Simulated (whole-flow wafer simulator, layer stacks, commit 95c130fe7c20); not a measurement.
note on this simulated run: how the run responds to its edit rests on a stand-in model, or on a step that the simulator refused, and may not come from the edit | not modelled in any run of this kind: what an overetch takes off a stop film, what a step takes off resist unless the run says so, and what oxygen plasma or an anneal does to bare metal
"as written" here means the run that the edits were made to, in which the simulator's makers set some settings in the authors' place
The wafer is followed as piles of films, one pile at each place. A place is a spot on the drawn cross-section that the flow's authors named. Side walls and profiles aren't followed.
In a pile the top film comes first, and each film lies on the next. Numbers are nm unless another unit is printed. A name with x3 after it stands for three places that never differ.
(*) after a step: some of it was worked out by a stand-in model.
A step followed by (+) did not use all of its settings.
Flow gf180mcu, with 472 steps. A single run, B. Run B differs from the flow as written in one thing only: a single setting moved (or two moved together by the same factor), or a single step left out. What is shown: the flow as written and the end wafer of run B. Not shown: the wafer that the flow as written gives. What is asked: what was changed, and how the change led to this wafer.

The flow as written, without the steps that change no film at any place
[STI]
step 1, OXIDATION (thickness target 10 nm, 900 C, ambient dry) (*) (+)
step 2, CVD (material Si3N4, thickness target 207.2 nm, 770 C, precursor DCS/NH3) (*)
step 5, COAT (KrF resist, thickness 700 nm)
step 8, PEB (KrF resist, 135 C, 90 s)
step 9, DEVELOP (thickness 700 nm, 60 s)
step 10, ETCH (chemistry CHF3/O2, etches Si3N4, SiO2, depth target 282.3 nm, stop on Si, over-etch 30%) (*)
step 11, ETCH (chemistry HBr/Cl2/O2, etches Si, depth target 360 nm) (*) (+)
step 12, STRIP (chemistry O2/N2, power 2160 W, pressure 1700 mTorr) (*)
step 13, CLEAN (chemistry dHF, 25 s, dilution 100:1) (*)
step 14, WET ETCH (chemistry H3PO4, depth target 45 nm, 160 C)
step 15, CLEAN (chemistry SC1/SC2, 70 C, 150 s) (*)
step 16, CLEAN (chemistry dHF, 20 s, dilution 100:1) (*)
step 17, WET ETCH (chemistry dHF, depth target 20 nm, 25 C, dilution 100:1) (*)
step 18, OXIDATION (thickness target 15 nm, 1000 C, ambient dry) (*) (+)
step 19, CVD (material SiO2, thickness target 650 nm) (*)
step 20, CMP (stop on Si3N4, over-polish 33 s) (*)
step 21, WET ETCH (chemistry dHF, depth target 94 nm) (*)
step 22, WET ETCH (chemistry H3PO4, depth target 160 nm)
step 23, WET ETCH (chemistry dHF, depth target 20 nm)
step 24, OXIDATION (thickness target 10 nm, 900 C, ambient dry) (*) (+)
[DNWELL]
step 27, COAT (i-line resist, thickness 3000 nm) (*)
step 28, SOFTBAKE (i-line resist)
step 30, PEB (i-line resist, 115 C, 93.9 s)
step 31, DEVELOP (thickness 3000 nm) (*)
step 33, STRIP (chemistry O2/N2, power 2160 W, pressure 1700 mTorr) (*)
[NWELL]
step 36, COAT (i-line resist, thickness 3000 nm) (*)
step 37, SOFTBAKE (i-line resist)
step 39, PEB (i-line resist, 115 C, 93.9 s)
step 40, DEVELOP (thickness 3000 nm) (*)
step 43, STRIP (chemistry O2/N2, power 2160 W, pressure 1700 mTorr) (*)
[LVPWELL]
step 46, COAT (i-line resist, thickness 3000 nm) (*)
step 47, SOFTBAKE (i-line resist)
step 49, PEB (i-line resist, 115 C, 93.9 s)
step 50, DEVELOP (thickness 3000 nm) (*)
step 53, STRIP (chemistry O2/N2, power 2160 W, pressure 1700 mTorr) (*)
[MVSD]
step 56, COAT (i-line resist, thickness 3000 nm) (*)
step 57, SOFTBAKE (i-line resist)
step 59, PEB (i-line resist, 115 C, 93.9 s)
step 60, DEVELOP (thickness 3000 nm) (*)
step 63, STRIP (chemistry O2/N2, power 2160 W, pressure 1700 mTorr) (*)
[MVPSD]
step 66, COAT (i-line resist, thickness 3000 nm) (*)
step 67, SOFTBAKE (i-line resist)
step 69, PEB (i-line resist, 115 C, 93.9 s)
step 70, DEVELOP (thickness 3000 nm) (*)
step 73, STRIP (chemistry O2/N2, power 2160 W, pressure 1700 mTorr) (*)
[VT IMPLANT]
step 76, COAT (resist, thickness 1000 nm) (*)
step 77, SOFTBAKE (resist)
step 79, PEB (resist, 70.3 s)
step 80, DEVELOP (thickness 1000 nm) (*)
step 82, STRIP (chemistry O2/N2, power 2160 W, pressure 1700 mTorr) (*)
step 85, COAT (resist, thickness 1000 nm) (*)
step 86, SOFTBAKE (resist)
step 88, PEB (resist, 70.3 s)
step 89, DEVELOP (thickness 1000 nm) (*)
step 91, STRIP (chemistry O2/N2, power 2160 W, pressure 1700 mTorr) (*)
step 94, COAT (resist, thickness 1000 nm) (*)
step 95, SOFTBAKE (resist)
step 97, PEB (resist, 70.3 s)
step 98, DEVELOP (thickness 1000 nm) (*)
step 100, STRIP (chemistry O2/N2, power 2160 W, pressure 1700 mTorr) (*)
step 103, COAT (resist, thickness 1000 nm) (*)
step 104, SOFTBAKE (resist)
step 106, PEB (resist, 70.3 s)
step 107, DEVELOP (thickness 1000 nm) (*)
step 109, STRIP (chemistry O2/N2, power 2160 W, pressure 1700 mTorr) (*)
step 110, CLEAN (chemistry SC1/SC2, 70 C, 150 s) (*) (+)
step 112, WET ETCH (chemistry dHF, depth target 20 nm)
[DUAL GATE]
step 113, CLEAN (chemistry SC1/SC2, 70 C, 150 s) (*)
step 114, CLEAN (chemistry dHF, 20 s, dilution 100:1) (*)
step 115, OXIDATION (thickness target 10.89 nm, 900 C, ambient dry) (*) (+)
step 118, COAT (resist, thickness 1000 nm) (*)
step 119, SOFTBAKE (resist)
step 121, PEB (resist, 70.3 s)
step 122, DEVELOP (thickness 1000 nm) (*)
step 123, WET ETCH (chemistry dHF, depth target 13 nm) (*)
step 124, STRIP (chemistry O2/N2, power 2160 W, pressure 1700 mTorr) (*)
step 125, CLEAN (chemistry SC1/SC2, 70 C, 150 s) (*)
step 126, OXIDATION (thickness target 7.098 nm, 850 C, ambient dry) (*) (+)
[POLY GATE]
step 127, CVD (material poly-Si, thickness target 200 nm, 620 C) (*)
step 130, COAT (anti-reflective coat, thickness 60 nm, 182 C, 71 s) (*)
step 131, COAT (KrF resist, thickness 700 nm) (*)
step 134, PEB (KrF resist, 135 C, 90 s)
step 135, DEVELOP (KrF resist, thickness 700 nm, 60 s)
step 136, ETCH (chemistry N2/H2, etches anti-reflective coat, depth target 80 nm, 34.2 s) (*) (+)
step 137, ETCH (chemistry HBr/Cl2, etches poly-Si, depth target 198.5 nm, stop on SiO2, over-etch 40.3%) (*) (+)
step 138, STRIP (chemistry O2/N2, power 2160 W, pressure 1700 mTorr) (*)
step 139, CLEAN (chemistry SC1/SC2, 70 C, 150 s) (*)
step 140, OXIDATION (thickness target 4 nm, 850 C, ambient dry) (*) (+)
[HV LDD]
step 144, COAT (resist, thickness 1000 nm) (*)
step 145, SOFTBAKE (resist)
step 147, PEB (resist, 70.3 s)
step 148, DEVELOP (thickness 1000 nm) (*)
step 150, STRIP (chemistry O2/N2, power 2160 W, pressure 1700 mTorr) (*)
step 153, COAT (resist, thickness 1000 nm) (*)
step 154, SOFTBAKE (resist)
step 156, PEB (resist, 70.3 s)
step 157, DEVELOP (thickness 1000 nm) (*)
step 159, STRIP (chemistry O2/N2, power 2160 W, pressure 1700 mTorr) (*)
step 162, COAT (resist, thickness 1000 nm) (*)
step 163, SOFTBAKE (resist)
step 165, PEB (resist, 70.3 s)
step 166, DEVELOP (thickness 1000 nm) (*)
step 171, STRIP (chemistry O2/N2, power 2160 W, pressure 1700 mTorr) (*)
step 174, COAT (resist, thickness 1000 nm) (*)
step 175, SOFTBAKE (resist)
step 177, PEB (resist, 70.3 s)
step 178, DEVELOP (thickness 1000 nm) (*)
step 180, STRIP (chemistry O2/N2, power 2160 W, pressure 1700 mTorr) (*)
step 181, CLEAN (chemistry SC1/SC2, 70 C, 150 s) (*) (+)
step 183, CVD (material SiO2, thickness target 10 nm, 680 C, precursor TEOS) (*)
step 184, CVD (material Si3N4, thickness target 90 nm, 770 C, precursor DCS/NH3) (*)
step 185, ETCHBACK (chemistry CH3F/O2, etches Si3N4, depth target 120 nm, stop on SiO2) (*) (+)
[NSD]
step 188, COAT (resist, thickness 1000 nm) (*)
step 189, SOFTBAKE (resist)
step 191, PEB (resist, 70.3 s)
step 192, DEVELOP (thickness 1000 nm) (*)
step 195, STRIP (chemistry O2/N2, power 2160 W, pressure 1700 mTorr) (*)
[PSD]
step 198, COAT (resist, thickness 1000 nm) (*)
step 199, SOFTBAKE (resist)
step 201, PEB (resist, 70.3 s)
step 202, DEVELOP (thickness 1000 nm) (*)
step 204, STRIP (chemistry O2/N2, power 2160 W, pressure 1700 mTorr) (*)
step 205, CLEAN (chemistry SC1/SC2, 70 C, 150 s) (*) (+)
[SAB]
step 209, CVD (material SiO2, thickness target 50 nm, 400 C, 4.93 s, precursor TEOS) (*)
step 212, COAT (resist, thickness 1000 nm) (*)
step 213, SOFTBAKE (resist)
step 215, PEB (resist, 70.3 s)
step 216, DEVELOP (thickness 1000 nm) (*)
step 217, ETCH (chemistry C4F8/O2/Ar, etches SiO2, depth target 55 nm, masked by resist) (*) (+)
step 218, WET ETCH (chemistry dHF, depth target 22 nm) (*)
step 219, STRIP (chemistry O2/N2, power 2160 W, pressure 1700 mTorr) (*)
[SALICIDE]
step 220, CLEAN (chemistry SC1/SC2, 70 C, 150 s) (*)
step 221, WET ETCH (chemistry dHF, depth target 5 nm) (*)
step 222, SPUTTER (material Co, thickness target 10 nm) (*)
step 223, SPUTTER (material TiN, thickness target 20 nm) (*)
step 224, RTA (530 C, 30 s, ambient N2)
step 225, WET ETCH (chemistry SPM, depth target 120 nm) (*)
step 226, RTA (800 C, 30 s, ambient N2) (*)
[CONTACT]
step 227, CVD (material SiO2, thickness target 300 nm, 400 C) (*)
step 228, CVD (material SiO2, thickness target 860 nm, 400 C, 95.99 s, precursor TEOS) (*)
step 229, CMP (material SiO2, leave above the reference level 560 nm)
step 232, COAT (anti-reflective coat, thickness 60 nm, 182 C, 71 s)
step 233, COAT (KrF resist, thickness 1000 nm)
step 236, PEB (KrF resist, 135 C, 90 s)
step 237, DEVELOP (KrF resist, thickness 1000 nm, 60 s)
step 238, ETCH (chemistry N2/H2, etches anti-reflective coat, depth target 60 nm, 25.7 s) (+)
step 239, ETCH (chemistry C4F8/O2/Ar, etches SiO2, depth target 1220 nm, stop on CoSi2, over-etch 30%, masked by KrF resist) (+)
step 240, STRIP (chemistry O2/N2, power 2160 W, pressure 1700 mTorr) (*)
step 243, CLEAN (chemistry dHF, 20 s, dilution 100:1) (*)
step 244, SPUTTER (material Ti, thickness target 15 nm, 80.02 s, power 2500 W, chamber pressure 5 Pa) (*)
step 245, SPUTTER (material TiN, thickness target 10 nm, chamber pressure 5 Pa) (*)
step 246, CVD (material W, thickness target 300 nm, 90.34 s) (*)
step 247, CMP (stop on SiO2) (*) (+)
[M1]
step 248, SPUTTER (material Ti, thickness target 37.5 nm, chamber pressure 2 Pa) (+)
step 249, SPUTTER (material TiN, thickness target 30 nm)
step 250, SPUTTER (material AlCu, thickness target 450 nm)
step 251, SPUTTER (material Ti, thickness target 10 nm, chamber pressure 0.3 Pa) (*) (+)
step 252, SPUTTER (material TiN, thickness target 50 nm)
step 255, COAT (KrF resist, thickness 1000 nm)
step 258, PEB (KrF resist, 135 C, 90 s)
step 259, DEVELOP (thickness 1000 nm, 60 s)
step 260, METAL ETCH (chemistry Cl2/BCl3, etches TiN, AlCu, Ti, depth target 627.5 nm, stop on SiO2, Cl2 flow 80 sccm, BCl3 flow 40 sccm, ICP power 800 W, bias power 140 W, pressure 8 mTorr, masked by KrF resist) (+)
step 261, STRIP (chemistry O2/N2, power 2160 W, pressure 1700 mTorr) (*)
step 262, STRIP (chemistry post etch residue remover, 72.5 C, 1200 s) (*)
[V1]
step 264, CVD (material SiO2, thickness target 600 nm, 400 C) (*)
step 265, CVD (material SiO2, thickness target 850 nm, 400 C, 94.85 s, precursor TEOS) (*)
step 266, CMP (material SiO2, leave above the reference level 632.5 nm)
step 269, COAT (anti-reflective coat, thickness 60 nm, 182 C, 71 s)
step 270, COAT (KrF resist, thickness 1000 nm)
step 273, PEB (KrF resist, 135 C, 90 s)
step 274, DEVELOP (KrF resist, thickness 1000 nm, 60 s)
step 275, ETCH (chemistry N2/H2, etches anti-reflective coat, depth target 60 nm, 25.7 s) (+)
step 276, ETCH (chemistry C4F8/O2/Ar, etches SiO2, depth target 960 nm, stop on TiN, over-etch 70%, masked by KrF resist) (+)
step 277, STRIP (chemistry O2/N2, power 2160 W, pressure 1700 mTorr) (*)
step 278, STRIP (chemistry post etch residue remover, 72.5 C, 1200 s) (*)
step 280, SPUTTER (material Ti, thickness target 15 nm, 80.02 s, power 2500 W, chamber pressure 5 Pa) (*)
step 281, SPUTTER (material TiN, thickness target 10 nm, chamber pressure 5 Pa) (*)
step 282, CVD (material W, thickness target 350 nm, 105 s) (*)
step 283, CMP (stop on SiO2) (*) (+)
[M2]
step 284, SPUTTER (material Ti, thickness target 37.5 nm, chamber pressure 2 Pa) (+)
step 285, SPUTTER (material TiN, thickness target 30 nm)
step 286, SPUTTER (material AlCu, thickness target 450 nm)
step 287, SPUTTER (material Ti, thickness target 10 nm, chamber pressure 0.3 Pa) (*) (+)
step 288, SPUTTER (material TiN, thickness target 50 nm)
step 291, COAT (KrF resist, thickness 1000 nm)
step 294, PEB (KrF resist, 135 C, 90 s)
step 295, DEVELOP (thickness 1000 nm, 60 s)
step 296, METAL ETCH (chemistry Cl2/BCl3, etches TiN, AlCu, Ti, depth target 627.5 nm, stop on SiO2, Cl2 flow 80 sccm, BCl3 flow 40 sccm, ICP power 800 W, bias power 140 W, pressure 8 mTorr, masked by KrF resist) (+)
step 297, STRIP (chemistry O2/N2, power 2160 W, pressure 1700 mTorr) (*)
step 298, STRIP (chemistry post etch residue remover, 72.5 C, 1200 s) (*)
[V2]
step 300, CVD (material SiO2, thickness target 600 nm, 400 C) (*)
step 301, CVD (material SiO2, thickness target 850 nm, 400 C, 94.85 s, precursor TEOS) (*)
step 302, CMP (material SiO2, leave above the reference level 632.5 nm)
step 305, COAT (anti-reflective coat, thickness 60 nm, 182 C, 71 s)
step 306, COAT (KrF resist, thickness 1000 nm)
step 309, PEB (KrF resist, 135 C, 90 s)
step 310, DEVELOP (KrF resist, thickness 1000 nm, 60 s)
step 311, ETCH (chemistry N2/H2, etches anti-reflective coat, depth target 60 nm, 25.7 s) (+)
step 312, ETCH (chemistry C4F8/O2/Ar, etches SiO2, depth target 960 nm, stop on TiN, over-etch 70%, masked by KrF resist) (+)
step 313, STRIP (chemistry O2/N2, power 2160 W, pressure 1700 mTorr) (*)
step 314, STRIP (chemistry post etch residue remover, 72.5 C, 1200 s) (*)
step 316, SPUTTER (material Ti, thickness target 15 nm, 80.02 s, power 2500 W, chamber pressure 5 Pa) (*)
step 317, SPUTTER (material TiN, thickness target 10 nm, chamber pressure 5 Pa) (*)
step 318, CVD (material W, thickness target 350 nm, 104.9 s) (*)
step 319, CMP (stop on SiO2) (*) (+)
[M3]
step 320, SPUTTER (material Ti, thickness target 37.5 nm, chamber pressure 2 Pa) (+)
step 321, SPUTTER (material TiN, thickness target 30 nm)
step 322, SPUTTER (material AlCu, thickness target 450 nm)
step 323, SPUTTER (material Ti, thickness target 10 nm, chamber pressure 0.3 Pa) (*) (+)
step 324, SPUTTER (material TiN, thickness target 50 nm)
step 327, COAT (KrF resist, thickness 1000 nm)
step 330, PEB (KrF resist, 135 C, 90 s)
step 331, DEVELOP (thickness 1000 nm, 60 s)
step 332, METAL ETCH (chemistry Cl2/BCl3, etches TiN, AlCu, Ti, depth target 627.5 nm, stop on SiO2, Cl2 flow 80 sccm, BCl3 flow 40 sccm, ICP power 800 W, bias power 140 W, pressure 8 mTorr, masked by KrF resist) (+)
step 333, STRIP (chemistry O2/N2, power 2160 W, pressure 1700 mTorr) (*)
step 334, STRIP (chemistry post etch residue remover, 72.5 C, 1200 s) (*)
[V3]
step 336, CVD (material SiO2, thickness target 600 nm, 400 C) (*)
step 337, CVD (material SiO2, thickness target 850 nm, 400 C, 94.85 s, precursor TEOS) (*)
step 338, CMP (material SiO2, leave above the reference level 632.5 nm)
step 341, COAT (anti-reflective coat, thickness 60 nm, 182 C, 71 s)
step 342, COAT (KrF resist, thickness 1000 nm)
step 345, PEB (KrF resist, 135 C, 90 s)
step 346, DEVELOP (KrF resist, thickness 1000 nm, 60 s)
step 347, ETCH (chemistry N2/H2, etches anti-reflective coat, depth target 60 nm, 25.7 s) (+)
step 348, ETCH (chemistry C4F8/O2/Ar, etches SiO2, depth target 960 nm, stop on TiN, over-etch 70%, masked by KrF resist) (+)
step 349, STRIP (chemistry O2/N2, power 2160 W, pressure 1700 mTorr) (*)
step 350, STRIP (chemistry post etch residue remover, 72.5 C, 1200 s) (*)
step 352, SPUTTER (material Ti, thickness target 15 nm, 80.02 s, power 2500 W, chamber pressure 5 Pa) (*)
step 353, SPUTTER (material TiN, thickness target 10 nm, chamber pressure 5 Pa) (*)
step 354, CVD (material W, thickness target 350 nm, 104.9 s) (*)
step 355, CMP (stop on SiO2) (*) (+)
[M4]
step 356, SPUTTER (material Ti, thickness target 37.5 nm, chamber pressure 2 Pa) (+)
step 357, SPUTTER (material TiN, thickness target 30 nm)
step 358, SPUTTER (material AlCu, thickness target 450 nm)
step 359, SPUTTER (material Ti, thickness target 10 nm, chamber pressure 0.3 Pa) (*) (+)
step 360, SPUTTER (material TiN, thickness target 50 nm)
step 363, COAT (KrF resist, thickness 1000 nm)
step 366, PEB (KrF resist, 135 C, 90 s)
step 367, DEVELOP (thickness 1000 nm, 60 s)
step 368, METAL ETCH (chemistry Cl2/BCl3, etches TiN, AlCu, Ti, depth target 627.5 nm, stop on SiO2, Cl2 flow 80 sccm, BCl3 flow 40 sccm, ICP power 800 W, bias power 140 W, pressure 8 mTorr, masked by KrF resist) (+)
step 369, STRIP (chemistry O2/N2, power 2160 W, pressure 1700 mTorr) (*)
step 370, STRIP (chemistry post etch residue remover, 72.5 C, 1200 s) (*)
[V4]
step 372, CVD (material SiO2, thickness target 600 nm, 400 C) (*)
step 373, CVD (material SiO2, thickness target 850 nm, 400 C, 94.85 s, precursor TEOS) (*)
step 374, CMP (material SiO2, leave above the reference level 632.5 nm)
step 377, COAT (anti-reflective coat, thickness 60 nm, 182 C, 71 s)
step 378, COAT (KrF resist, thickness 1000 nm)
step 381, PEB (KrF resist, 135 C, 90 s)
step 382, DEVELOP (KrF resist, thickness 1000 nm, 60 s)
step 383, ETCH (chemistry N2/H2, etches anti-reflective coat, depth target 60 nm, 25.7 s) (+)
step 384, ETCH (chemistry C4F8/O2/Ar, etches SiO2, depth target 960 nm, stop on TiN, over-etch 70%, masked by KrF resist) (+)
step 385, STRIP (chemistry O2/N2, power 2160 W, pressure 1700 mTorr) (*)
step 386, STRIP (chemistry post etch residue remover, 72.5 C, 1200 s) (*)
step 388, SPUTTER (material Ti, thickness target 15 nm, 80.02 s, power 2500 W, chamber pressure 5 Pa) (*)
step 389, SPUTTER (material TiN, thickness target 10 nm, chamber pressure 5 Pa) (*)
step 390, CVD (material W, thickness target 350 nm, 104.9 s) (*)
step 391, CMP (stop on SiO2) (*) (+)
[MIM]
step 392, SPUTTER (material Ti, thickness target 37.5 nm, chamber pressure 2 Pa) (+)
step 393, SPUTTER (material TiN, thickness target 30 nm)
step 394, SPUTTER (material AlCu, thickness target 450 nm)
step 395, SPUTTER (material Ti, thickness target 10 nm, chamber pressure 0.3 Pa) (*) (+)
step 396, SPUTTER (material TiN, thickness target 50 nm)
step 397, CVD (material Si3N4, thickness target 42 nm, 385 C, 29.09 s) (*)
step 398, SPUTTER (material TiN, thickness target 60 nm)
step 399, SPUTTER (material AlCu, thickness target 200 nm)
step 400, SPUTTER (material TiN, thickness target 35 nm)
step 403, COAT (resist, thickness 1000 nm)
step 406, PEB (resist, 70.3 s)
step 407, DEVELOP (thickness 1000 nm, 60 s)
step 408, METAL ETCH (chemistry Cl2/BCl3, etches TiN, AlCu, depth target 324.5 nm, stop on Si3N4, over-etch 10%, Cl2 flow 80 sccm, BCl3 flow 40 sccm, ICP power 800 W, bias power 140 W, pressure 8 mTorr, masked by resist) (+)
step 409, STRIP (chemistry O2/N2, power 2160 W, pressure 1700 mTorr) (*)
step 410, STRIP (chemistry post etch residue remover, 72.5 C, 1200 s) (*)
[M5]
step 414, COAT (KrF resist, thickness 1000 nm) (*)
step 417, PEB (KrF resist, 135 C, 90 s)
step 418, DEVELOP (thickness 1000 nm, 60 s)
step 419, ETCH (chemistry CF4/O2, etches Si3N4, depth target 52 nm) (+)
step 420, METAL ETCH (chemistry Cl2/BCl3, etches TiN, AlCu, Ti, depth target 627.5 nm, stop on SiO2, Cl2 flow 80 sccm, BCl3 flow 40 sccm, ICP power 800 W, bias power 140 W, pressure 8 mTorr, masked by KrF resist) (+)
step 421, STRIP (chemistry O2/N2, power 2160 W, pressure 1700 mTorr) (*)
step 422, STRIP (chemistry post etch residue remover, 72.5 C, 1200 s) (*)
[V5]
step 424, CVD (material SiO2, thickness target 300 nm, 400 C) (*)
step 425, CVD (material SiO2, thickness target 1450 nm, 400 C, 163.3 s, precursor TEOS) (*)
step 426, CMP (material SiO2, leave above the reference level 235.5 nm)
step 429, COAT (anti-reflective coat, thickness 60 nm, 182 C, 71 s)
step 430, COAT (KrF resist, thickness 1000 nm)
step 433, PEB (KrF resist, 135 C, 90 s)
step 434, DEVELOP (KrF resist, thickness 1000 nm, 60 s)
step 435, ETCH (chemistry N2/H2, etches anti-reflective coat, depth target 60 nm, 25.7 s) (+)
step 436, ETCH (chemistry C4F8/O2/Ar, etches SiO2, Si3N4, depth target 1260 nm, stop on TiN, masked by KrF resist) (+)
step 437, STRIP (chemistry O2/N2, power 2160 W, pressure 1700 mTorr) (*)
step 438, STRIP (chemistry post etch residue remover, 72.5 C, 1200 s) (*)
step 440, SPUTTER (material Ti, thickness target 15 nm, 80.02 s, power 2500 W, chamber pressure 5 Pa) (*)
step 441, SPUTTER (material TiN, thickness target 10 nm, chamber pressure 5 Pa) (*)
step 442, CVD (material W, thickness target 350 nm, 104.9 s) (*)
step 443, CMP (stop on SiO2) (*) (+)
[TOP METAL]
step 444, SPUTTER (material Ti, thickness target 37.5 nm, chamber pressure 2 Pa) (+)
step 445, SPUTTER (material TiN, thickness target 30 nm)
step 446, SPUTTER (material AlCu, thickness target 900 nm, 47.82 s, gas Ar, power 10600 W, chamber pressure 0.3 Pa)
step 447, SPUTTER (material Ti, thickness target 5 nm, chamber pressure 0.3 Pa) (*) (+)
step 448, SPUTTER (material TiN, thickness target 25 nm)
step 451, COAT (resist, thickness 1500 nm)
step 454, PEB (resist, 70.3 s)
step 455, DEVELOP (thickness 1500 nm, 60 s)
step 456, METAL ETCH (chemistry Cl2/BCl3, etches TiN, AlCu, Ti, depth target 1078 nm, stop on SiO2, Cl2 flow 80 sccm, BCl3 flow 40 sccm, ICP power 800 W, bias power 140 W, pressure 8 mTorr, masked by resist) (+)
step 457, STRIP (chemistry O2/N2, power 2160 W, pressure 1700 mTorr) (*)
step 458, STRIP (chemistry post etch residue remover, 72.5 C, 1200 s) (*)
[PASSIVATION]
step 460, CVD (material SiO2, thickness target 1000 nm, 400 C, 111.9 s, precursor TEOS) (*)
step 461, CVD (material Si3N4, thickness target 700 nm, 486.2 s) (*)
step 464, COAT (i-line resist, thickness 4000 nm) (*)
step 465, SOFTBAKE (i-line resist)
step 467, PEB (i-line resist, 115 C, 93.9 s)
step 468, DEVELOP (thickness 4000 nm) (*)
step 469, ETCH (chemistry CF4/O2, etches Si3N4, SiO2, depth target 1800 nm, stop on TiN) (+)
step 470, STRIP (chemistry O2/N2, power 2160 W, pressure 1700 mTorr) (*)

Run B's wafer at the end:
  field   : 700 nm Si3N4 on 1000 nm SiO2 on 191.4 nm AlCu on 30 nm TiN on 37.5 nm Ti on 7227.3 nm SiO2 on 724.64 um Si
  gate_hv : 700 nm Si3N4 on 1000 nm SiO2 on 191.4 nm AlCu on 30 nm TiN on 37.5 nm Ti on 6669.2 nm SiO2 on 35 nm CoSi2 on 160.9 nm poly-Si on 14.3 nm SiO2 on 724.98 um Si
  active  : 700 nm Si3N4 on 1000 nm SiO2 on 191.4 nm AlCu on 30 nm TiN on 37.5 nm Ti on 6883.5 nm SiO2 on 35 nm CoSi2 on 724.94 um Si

Cause: step 446, SPUTTER: 65.75 s was run, whereas the flow has 47.82 s.

How this came from the change, step by step:
  step 446, SPUTTER (material AlCu, thickness target 900 nm, 47.82 s, gas Ar, power 10600 W, chamber pressure 0.3 Pa)
      field, field__w1, field__w2 and 109 more: +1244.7 AlCu (new film) (in the flow as written it would be: +900 AlCu (new film))
  step 456, METAL ETCH (chemistry Cl2/BCl3, etches TiN, AlCu, Ti, depth target 1078 nm, stop on SiO2, Cl2 flow 80 sccm, BCl3 flow 40 sccm, ICP power 800 W, bias power 140 W, pressure 8 mTorr, masked by resist) (+)
      field, field__w1, field__w2 and 103 more: -25 TiN (all of it), -5 Ti (all of it), -1047.5 AlCu (in the flow as written it would be: -25 TiN (all of it), -5 Ti (all of it), -900 AlCu (all of it), -30 TiN (all of it), -37.5 Ti (all of it))
  step 458, STRIP (chemistry post etch residue remover, 72.5 C, 1200 s) (*)
      field, field__w1, field__w2 and 103 more: -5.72 AlCu (in the flow as written it would be: nothing)
  step 460, CVD (material SiO2, thickness target 1000 nm, 400 C, 111.9 s, precursor TEOS) (*)
      field, field__w1, field__w2 and 103 more: +1000 SiO2 (new film) (in the flow as written it would be: +1000 SiO2)
  step 464, COAT (i-line resist, thickness 4000 nm) (*)
      field__w8: +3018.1 i-line resist (new film) (in the flow as written it would be: +3093.1 i-line resist (new film))
      contact: +3059.2 i-line resist (new film) (in the flow as written it would be: +3153.6 i-line resist (new film))
      (also at 4 further places)
  step 465, SOFTBAKE (i-line resist)
      ld_acc_p, ld_fp_p, ld_drift_p: +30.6 i-line resist (in the flow as written it would be: +33.8 i-line resist)
      field__w1: -16 i-line resist (in the flow as written it would be: -14.6 i-line resist)
      (also at 56 further places)
  step 467, PEB (i-line resist, 115 C, 93.9 s)
      field__w8, m1__w1: -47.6 i-line resist (in the flow as written it would be: -49.2 i-line resist)
      contact, m1: -47.9 i-line resist (in the flow as written it would be: -49.6 i-line resist)
      (also at 2 further places)
  step 468, DEVELOP (thickness 4000 nm) (*)
      pad: -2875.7 i-line resist (all of it) (in the flow as written it would be: -2960.4 i-line resist (all of it))
  step 470, STRIP (chemistry O2/N2, power 2160 W, pressure 1700 mTorr) (*)
      field__w8: -1694 i-line resist (all of it) (in the flow as written it would be: -1775.9 i-line resist (all of it))
      contact: -1709.2 i-line resist (all of it) (in the flow as written it would be: -1798.3 i-line resist (all of it))
      (also at 3 further places)
Taking metal films that touch as one body, field has 1 body; the flow as written gives 0 bodies.
Taking metal films that touch as one body, gate_hv has 2 bodies (between them, from the top down: SiO2 6669.2); the flow as written gives 1 body.
Taking metal films that touch as one body, active has 2 bodies (between them, from the top down: SiO2 6883.5); the flow as written gives 1 body.
